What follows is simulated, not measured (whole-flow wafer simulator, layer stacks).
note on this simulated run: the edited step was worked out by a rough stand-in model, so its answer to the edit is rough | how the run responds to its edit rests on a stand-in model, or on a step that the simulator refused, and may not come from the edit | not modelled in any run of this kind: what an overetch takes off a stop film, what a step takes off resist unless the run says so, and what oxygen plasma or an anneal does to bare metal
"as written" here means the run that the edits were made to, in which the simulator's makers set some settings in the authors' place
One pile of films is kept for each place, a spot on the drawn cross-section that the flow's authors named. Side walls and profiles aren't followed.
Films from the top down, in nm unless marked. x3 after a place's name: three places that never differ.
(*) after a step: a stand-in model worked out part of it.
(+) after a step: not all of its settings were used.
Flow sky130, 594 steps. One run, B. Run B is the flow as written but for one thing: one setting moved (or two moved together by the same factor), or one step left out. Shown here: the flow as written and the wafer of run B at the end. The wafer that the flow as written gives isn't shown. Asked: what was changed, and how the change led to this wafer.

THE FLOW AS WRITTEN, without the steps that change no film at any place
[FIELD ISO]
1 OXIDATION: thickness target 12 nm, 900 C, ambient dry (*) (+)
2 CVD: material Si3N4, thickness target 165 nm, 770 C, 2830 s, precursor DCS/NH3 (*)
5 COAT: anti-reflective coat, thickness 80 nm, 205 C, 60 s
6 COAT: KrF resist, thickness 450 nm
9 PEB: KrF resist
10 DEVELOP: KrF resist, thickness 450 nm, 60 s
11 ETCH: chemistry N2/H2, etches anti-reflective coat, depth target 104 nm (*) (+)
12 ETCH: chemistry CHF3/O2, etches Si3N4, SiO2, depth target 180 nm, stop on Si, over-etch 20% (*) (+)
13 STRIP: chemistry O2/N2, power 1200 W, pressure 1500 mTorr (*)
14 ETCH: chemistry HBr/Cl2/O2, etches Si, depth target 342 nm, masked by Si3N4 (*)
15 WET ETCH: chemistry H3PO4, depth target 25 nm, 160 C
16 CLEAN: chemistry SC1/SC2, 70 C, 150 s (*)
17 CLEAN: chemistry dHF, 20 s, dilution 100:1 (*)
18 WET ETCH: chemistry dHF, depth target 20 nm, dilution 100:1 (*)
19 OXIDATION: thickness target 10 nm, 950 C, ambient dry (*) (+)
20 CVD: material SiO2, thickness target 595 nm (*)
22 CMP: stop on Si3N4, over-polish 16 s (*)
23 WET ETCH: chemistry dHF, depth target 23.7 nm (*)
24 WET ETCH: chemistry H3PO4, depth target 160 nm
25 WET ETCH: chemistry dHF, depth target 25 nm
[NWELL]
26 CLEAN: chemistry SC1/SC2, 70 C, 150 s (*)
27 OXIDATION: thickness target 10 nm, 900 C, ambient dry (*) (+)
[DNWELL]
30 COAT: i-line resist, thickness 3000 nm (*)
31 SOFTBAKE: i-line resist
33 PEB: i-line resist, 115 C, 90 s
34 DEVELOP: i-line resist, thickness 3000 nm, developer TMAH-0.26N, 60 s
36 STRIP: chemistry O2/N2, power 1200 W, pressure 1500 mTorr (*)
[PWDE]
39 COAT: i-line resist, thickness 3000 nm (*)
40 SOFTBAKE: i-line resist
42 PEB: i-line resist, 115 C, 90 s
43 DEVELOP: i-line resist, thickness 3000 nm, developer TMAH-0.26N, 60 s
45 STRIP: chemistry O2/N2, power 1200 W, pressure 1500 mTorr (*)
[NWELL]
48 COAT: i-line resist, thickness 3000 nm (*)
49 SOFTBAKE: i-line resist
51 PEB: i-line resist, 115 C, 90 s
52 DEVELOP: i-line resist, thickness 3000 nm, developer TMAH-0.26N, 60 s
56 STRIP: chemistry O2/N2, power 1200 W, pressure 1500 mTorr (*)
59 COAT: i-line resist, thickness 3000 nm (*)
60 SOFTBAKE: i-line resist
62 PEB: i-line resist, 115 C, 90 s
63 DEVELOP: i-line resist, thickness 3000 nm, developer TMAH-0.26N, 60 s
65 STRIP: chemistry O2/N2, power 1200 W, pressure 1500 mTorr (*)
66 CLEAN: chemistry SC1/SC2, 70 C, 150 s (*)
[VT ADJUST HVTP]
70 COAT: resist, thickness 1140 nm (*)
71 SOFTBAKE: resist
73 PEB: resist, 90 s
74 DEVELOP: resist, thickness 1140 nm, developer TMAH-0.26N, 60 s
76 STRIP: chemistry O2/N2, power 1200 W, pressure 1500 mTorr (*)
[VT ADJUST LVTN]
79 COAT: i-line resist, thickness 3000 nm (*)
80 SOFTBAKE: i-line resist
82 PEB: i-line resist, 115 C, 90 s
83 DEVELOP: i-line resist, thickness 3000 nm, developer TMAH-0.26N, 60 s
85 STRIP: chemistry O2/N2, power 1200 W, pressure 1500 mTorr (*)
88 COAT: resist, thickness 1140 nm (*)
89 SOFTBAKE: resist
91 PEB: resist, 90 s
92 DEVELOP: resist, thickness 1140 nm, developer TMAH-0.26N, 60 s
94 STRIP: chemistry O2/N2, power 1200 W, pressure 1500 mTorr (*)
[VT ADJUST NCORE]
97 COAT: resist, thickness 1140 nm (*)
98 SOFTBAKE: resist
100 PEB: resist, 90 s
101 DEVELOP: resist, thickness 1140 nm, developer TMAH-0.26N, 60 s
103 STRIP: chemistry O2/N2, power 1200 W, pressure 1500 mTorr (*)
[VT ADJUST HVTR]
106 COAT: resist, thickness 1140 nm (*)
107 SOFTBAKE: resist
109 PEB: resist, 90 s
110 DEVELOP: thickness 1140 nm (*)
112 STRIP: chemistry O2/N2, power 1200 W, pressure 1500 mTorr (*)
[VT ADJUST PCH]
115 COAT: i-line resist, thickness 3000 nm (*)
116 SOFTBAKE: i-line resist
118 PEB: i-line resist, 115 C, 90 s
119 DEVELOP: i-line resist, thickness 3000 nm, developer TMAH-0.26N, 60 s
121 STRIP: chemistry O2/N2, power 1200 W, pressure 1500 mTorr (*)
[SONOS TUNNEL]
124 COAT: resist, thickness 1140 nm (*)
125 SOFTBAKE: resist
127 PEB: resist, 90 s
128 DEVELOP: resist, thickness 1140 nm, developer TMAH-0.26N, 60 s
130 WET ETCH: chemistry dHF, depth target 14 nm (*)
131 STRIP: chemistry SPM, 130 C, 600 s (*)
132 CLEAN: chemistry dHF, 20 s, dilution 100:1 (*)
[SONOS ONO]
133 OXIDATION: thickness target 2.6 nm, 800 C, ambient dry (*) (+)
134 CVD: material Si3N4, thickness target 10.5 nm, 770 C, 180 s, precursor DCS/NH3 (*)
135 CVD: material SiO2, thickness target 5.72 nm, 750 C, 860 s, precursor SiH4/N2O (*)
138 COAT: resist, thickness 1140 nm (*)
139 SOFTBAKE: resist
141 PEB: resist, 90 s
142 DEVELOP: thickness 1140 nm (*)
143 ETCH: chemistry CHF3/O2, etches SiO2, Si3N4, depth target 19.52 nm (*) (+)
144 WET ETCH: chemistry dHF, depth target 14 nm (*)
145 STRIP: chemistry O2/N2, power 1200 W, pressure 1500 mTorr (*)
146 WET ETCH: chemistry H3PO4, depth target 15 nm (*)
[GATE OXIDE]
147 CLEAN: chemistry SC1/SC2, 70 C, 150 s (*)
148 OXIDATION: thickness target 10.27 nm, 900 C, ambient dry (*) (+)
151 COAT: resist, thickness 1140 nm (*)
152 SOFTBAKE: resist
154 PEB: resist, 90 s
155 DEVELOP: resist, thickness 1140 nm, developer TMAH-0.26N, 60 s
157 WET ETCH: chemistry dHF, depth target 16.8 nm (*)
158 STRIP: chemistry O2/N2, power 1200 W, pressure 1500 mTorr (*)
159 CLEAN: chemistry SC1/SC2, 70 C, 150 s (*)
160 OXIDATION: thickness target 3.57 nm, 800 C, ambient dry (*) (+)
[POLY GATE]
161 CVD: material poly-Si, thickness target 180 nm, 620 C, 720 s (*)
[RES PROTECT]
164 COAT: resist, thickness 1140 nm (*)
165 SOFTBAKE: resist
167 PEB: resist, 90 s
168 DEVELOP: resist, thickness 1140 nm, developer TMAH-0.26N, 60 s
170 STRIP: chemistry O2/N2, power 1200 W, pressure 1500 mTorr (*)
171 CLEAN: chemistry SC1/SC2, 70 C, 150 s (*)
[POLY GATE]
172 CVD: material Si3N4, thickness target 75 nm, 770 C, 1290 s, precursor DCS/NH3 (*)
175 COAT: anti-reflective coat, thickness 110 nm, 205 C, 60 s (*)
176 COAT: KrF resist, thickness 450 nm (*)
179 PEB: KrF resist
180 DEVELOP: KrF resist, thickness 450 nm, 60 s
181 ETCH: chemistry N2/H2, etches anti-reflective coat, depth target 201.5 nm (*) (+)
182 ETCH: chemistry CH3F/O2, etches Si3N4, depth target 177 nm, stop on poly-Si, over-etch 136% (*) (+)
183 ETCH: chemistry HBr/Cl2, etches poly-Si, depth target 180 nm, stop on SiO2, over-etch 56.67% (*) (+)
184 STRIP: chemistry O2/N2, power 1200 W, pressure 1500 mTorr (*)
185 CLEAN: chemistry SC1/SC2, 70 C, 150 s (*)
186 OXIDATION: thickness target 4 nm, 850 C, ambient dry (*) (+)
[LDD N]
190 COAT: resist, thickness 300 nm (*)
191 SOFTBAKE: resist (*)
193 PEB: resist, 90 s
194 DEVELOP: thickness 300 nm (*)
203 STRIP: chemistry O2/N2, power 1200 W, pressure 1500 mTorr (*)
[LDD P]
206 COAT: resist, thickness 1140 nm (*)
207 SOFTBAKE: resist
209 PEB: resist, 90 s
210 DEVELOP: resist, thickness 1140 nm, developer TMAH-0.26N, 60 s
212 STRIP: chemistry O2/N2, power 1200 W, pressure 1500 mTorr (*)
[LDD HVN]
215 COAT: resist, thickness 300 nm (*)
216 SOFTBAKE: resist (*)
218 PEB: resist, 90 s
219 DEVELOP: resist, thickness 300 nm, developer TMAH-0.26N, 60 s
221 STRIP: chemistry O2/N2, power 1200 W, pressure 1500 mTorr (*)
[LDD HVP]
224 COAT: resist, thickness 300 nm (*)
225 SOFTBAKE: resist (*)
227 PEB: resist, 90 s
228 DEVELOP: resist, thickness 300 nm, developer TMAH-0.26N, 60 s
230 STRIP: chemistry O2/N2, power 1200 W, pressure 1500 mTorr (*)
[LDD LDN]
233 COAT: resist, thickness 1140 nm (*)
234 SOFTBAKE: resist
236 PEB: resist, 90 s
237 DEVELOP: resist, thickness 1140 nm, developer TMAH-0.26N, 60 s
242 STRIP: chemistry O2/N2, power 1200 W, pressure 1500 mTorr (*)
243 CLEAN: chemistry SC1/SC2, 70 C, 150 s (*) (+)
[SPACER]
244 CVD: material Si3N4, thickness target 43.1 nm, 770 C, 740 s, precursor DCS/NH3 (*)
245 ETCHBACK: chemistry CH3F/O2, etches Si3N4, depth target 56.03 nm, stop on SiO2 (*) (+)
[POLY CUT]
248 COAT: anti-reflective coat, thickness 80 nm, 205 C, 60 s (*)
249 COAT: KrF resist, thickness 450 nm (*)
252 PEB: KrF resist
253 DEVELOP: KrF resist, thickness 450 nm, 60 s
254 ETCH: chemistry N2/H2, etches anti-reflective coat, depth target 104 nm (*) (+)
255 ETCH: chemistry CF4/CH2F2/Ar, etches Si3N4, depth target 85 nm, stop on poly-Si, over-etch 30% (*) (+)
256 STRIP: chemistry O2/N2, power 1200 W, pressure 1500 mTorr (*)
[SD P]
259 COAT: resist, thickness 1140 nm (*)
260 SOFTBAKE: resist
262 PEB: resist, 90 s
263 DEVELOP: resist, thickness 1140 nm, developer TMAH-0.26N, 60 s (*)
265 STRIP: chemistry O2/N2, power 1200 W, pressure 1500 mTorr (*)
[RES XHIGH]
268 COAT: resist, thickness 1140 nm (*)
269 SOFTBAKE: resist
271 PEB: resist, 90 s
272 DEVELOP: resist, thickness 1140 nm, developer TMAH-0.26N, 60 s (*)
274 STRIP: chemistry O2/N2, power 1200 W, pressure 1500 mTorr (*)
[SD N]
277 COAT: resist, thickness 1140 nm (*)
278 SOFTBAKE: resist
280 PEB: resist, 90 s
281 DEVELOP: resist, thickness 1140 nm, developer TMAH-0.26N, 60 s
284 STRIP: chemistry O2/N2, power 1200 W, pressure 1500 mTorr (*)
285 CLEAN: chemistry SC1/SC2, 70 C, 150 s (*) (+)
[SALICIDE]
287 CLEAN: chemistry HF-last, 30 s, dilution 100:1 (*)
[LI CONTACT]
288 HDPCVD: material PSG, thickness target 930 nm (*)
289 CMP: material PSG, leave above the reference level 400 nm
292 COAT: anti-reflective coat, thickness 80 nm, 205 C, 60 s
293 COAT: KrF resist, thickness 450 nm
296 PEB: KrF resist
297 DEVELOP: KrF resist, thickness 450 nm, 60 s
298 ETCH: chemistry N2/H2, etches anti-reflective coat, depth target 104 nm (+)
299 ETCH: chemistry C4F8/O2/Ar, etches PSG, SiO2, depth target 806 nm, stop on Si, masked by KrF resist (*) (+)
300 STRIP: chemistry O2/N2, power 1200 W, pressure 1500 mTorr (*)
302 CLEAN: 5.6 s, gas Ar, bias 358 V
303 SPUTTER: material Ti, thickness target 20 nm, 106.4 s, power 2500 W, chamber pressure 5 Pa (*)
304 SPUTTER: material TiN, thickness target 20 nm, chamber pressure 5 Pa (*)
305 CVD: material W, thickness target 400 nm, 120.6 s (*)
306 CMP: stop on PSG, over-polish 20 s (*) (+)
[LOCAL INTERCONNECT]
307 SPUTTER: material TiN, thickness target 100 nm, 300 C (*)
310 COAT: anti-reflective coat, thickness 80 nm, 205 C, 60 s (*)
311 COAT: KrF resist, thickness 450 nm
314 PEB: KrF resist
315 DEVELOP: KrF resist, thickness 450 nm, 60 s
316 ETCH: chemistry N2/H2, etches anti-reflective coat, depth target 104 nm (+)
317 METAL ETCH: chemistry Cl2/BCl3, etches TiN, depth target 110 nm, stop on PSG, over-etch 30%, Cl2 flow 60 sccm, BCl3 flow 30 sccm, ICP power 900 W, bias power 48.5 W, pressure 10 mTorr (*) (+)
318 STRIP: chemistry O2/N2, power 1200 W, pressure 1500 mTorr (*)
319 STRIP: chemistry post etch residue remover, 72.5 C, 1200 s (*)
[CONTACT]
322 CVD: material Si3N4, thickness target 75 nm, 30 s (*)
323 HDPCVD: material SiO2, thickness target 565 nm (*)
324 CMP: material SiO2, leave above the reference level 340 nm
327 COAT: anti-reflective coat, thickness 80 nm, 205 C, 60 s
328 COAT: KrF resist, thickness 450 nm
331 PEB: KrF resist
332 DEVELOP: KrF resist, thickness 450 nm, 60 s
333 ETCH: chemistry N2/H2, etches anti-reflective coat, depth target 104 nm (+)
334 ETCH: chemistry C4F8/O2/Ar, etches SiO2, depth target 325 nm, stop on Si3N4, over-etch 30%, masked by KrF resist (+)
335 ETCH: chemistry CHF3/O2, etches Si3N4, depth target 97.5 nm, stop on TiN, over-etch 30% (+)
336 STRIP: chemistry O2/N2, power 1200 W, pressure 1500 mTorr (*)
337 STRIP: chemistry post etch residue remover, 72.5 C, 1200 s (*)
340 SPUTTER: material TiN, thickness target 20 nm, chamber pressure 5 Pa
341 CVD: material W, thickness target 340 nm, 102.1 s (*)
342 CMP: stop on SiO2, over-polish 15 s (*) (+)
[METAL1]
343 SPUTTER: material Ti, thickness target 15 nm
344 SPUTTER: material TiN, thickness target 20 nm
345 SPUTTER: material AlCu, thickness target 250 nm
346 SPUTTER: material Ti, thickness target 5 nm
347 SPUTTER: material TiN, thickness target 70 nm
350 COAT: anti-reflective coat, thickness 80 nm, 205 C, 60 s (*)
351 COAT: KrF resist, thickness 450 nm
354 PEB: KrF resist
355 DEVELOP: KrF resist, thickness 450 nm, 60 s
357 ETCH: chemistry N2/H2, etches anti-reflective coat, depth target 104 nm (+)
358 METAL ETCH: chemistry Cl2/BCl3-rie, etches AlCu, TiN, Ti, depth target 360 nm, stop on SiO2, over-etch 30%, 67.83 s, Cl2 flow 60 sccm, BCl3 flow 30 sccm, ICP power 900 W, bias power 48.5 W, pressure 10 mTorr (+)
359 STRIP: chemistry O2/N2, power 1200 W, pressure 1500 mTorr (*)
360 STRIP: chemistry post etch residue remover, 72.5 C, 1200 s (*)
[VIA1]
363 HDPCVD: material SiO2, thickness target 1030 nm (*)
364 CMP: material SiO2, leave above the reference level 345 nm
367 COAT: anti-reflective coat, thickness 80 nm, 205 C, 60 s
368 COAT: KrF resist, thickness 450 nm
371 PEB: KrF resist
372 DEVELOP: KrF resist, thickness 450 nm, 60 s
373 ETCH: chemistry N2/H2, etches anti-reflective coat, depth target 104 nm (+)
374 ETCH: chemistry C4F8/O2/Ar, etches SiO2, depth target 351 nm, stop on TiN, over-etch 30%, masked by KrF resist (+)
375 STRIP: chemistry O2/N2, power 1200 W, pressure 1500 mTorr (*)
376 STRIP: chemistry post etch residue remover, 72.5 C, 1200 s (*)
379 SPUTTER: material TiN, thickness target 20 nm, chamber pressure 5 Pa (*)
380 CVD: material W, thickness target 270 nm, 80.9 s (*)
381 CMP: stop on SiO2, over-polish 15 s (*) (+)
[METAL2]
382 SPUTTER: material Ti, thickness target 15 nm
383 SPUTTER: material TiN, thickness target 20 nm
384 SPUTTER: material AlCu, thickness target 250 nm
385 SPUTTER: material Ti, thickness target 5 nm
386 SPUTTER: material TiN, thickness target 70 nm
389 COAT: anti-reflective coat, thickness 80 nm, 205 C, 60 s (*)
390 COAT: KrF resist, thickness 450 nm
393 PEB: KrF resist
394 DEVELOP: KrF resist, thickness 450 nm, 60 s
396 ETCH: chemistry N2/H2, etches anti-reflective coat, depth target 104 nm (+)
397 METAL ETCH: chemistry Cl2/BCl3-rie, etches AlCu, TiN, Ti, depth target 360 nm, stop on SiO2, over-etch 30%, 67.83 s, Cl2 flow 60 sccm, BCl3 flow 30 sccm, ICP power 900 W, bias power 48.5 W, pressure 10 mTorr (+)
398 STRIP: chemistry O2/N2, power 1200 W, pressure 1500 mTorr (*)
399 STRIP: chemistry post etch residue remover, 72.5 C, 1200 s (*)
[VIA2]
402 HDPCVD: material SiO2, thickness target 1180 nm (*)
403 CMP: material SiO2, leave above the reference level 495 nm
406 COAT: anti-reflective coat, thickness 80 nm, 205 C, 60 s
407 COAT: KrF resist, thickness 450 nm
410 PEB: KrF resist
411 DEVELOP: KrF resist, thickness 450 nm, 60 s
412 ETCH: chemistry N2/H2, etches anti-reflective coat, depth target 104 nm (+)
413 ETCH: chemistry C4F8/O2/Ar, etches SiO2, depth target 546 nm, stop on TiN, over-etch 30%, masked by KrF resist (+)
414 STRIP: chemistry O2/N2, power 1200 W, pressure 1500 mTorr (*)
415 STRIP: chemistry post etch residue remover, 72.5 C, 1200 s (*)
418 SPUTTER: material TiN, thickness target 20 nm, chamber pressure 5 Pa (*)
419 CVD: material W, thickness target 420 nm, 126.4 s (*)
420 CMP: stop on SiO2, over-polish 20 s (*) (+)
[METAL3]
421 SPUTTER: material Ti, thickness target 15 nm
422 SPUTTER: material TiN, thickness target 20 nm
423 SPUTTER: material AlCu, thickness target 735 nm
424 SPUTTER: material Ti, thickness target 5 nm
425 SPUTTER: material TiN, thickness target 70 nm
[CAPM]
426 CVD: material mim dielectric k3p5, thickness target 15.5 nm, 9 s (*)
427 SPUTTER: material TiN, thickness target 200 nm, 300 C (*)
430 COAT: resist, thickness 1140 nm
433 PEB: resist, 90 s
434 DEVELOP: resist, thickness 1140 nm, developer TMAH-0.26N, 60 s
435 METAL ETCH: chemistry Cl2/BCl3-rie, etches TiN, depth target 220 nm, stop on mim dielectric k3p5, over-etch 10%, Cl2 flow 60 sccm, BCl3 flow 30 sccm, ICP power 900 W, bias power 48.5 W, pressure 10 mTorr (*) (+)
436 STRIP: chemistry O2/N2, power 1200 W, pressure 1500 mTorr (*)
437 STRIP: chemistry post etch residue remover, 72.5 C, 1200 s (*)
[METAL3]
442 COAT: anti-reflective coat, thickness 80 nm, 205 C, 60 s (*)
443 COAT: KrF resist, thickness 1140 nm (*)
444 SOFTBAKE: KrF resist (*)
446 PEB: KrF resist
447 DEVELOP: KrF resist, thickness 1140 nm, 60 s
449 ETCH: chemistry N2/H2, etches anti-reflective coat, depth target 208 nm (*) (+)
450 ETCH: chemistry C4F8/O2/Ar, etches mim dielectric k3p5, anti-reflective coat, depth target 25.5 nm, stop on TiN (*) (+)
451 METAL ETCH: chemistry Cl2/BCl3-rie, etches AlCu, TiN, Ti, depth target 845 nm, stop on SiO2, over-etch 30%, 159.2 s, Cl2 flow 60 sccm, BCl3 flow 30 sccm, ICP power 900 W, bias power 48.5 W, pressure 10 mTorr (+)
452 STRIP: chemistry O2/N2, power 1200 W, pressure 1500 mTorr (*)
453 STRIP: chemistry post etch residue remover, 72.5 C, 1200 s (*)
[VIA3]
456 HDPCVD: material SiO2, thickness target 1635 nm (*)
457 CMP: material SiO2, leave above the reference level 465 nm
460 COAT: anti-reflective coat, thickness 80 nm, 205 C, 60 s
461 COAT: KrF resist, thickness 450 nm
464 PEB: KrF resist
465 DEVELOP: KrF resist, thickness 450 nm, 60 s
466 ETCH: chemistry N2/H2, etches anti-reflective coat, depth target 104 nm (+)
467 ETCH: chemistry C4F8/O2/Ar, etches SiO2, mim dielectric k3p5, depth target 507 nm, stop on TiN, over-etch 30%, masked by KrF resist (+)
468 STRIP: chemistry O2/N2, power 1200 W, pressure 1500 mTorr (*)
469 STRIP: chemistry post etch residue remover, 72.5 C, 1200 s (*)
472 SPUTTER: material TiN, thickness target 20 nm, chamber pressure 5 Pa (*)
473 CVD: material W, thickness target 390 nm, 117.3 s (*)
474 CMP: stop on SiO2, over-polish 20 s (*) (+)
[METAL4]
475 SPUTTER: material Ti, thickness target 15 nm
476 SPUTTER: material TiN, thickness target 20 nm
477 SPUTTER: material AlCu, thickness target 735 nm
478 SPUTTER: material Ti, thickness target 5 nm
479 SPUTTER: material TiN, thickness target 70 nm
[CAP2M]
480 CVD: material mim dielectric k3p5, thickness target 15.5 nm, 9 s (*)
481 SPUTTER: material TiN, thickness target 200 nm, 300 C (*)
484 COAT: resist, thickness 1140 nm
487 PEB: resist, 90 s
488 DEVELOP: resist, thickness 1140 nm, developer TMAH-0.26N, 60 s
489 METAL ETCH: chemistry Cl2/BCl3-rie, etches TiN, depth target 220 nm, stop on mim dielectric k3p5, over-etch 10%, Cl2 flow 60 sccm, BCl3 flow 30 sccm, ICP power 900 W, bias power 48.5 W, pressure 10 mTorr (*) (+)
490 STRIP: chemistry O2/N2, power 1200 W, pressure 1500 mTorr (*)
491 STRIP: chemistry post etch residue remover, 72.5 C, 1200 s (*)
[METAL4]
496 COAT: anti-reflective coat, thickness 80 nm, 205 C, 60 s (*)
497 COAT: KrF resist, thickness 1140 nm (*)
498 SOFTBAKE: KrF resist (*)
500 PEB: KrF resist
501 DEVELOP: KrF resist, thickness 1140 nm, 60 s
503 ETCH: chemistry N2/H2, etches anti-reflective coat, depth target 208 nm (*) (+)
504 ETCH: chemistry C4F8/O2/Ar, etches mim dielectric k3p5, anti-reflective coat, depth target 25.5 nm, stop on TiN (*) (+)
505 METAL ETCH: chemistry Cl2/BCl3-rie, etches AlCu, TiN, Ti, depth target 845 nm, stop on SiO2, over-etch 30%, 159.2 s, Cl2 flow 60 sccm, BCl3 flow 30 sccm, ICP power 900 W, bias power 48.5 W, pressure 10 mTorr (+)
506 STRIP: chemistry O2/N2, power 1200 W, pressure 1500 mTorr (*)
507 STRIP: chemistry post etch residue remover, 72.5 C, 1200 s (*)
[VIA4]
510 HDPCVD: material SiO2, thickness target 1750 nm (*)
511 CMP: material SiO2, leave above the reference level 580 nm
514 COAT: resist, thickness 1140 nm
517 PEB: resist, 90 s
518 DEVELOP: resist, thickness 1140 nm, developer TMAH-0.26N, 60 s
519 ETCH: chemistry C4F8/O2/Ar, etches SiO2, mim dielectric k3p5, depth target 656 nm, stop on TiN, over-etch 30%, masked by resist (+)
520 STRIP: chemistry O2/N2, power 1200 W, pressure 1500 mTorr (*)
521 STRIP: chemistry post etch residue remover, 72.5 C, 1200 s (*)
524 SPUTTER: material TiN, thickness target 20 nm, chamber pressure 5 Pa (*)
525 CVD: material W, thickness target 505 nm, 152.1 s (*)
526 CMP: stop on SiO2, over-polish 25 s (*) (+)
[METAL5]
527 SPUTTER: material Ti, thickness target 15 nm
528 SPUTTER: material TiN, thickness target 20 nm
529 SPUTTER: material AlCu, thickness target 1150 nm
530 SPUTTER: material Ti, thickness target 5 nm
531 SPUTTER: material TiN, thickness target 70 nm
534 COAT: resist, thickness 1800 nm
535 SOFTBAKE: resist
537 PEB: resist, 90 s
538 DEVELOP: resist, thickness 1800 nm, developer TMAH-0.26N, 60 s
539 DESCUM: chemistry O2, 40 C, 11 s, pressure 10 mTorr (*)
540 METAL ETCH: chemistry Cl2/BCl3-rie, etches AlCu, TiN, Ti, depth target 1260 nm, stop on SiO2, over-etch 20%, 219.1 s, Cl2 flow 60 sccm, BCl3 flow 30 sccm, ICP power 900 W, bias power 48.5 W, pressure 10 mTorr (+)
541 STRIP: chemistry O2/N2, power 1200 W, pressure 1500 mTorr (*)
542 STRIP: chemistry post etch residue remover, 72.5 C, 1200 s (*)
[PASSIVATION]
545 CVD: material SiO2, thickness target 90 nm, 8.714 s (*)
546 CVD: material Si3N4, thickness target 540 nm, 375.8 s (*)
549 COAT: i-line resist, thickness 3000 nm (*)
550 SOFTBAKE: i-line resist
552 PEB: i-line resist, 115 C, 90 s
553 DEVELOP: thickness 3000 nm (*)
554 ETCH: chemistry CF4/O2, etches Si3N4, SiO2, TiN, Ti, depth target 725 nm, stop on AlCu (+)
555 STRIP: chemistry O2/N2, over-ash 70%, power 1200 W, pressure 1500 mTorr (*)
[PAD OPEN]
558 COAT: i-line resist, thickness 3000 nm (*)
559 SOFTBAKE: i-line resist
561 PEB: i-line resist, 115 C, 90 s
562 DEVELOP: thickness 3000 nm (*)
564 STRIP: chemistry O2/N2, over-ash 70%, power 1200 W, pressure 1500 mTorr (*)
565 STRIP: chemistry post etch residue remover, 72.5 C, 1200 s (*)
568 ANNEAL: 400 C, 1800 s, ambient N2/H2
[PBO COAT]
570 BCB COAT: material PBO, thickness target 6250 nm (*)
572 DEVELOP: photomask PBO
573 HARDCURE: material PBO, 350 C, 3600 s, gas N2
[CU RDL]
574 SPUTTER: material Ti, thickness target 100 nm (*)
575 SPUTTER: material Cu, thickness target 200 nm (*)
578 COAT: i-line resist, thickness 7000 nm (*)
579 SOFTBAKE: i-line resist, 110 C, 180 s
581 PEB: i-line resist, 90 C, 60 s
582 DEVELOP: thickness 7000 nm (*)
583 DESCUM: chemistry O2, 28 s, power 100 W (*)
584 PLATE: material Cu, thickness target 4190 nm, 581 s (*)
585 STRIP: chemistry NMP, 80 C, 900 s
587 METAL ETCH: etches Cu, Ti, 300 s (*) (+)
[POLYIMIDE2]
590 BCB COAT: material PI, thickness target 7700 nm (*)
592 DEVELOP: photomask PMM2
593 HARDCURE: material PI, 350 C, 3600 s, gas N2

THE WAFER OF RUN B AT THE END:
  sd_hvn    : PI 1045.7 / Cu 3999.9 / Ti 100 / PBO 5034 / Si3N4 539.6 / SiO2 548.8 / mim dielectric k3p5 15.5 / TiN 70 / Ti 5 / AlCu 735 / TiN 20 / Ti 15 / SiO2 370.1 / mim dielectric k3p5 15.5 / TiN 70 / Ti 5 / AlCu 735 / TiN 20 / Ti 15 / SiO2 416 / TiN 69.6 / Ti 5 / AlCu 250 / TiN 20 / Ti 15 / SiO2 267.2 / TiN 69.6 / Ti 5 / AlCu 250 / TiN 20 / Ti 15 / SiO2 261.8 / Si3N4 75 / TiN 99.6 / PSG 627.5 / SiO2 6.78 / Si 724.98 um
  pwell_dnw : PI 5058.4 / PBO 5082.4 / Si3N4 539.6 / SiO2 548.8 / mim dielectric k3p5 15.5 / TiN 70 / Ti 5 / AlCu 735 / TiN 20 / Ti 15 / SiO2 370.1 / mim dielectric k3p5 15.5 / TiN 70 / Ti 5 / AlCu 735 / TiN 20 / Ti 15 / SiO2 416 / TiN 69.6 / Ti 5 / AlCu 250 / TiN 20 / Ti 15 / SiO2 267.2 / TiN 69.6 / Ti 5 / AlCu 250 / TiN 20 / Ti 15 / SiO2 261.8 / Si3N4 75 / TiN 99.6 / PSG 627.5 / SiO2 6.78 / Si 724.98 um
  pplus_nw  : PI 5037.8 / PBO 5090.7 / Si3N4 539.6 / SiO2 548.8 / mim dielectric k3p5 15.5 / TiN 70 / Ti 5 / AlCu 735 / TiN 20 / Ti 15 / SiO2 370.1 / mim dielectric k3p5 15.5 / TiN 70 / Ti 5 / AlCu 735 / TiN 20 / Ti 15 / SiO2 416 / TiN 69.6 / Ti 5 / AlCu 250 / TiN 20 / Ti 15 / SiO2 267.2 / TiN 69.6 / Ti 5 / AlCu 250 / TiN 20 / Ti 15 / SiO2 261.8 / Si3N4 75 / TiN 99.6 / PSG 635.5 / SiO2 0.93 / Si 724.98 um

The cause: step 183, ETCH: depth target 198 nm was run, where the flow has depth target 180 nm.

How the change led to this, step by step:
  183 ETCH: chemistry HBr/Cl2, etches poly-Si, depth target 180 nm, stop on SiO2, over-etch 56.67% (*) (+)
      field, active, p_well and 109 more: poly-Si -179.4 (all of it), SiO2 -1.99 (as written it would be: poly-Si -179.4 (all of it), SiO2 -0.56)
      n_well, gate, gate_hv and 74 more: KrF resist -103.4 (as written it would be: KrF resist -94)
  184 STRIP: chemistry O2/N2, power 1200 W, pressure 1500 mTorr (*)
      dice_street, grade_field_poly: KrF resist -127.7 (all of it), anti-reflective coat -110 (all of it) (as written it would be: KrF resist -137.1 (all of it), anti-reflective coat -110 (all of it))
      poly_licon, rpo_hd_licon: KrF resist -125.6 (all of it), anti-reflective coat -106.7 (all of it) (as written it would be: KrF resist -135 (all of it), anti-reflective coat -106.7 (all of it))
      (and at 73 more places)
  186 OXIDATION: thickness target 4 nm, 850 C, ambient dry (*) (+)
      active, p_well, spacer and 26 more: SiO2 +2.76, Si -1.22 (as written it would be: SiO2 +1.55, Si -0.68)
  248 COAT: anti-reflective coat, thickness 80 nm, 205 C, 60 s (*)
      gate_p_hv: anti-reflective coat +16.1 (new film) (as written it would be: anti-reflective coat +17 (new film))
      gate_p_sd_len: anti-reflective coat +26.1 (new film) (as written it would be: anti-reflective coat +25.5 (new film))
  256 STRIP: chemistry O2/N2, power 1200 W, pressure 1500 mTorr (*)
      gate_p_hv: KrF resist -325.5 (all of it), anti-reflective coat -16.1 (all of it) (as written it would be: KrF resist -325.1 (all of it), anti-reflective coat -17 (all of it))
      gate_p_sd_len: KrF resist -241.2 (all of it), anti-reflective coat -26.1 (all of it) (as written it would be: KrF resist -242.6 (all of it), anti-reflective coat -25.5 (all of it))
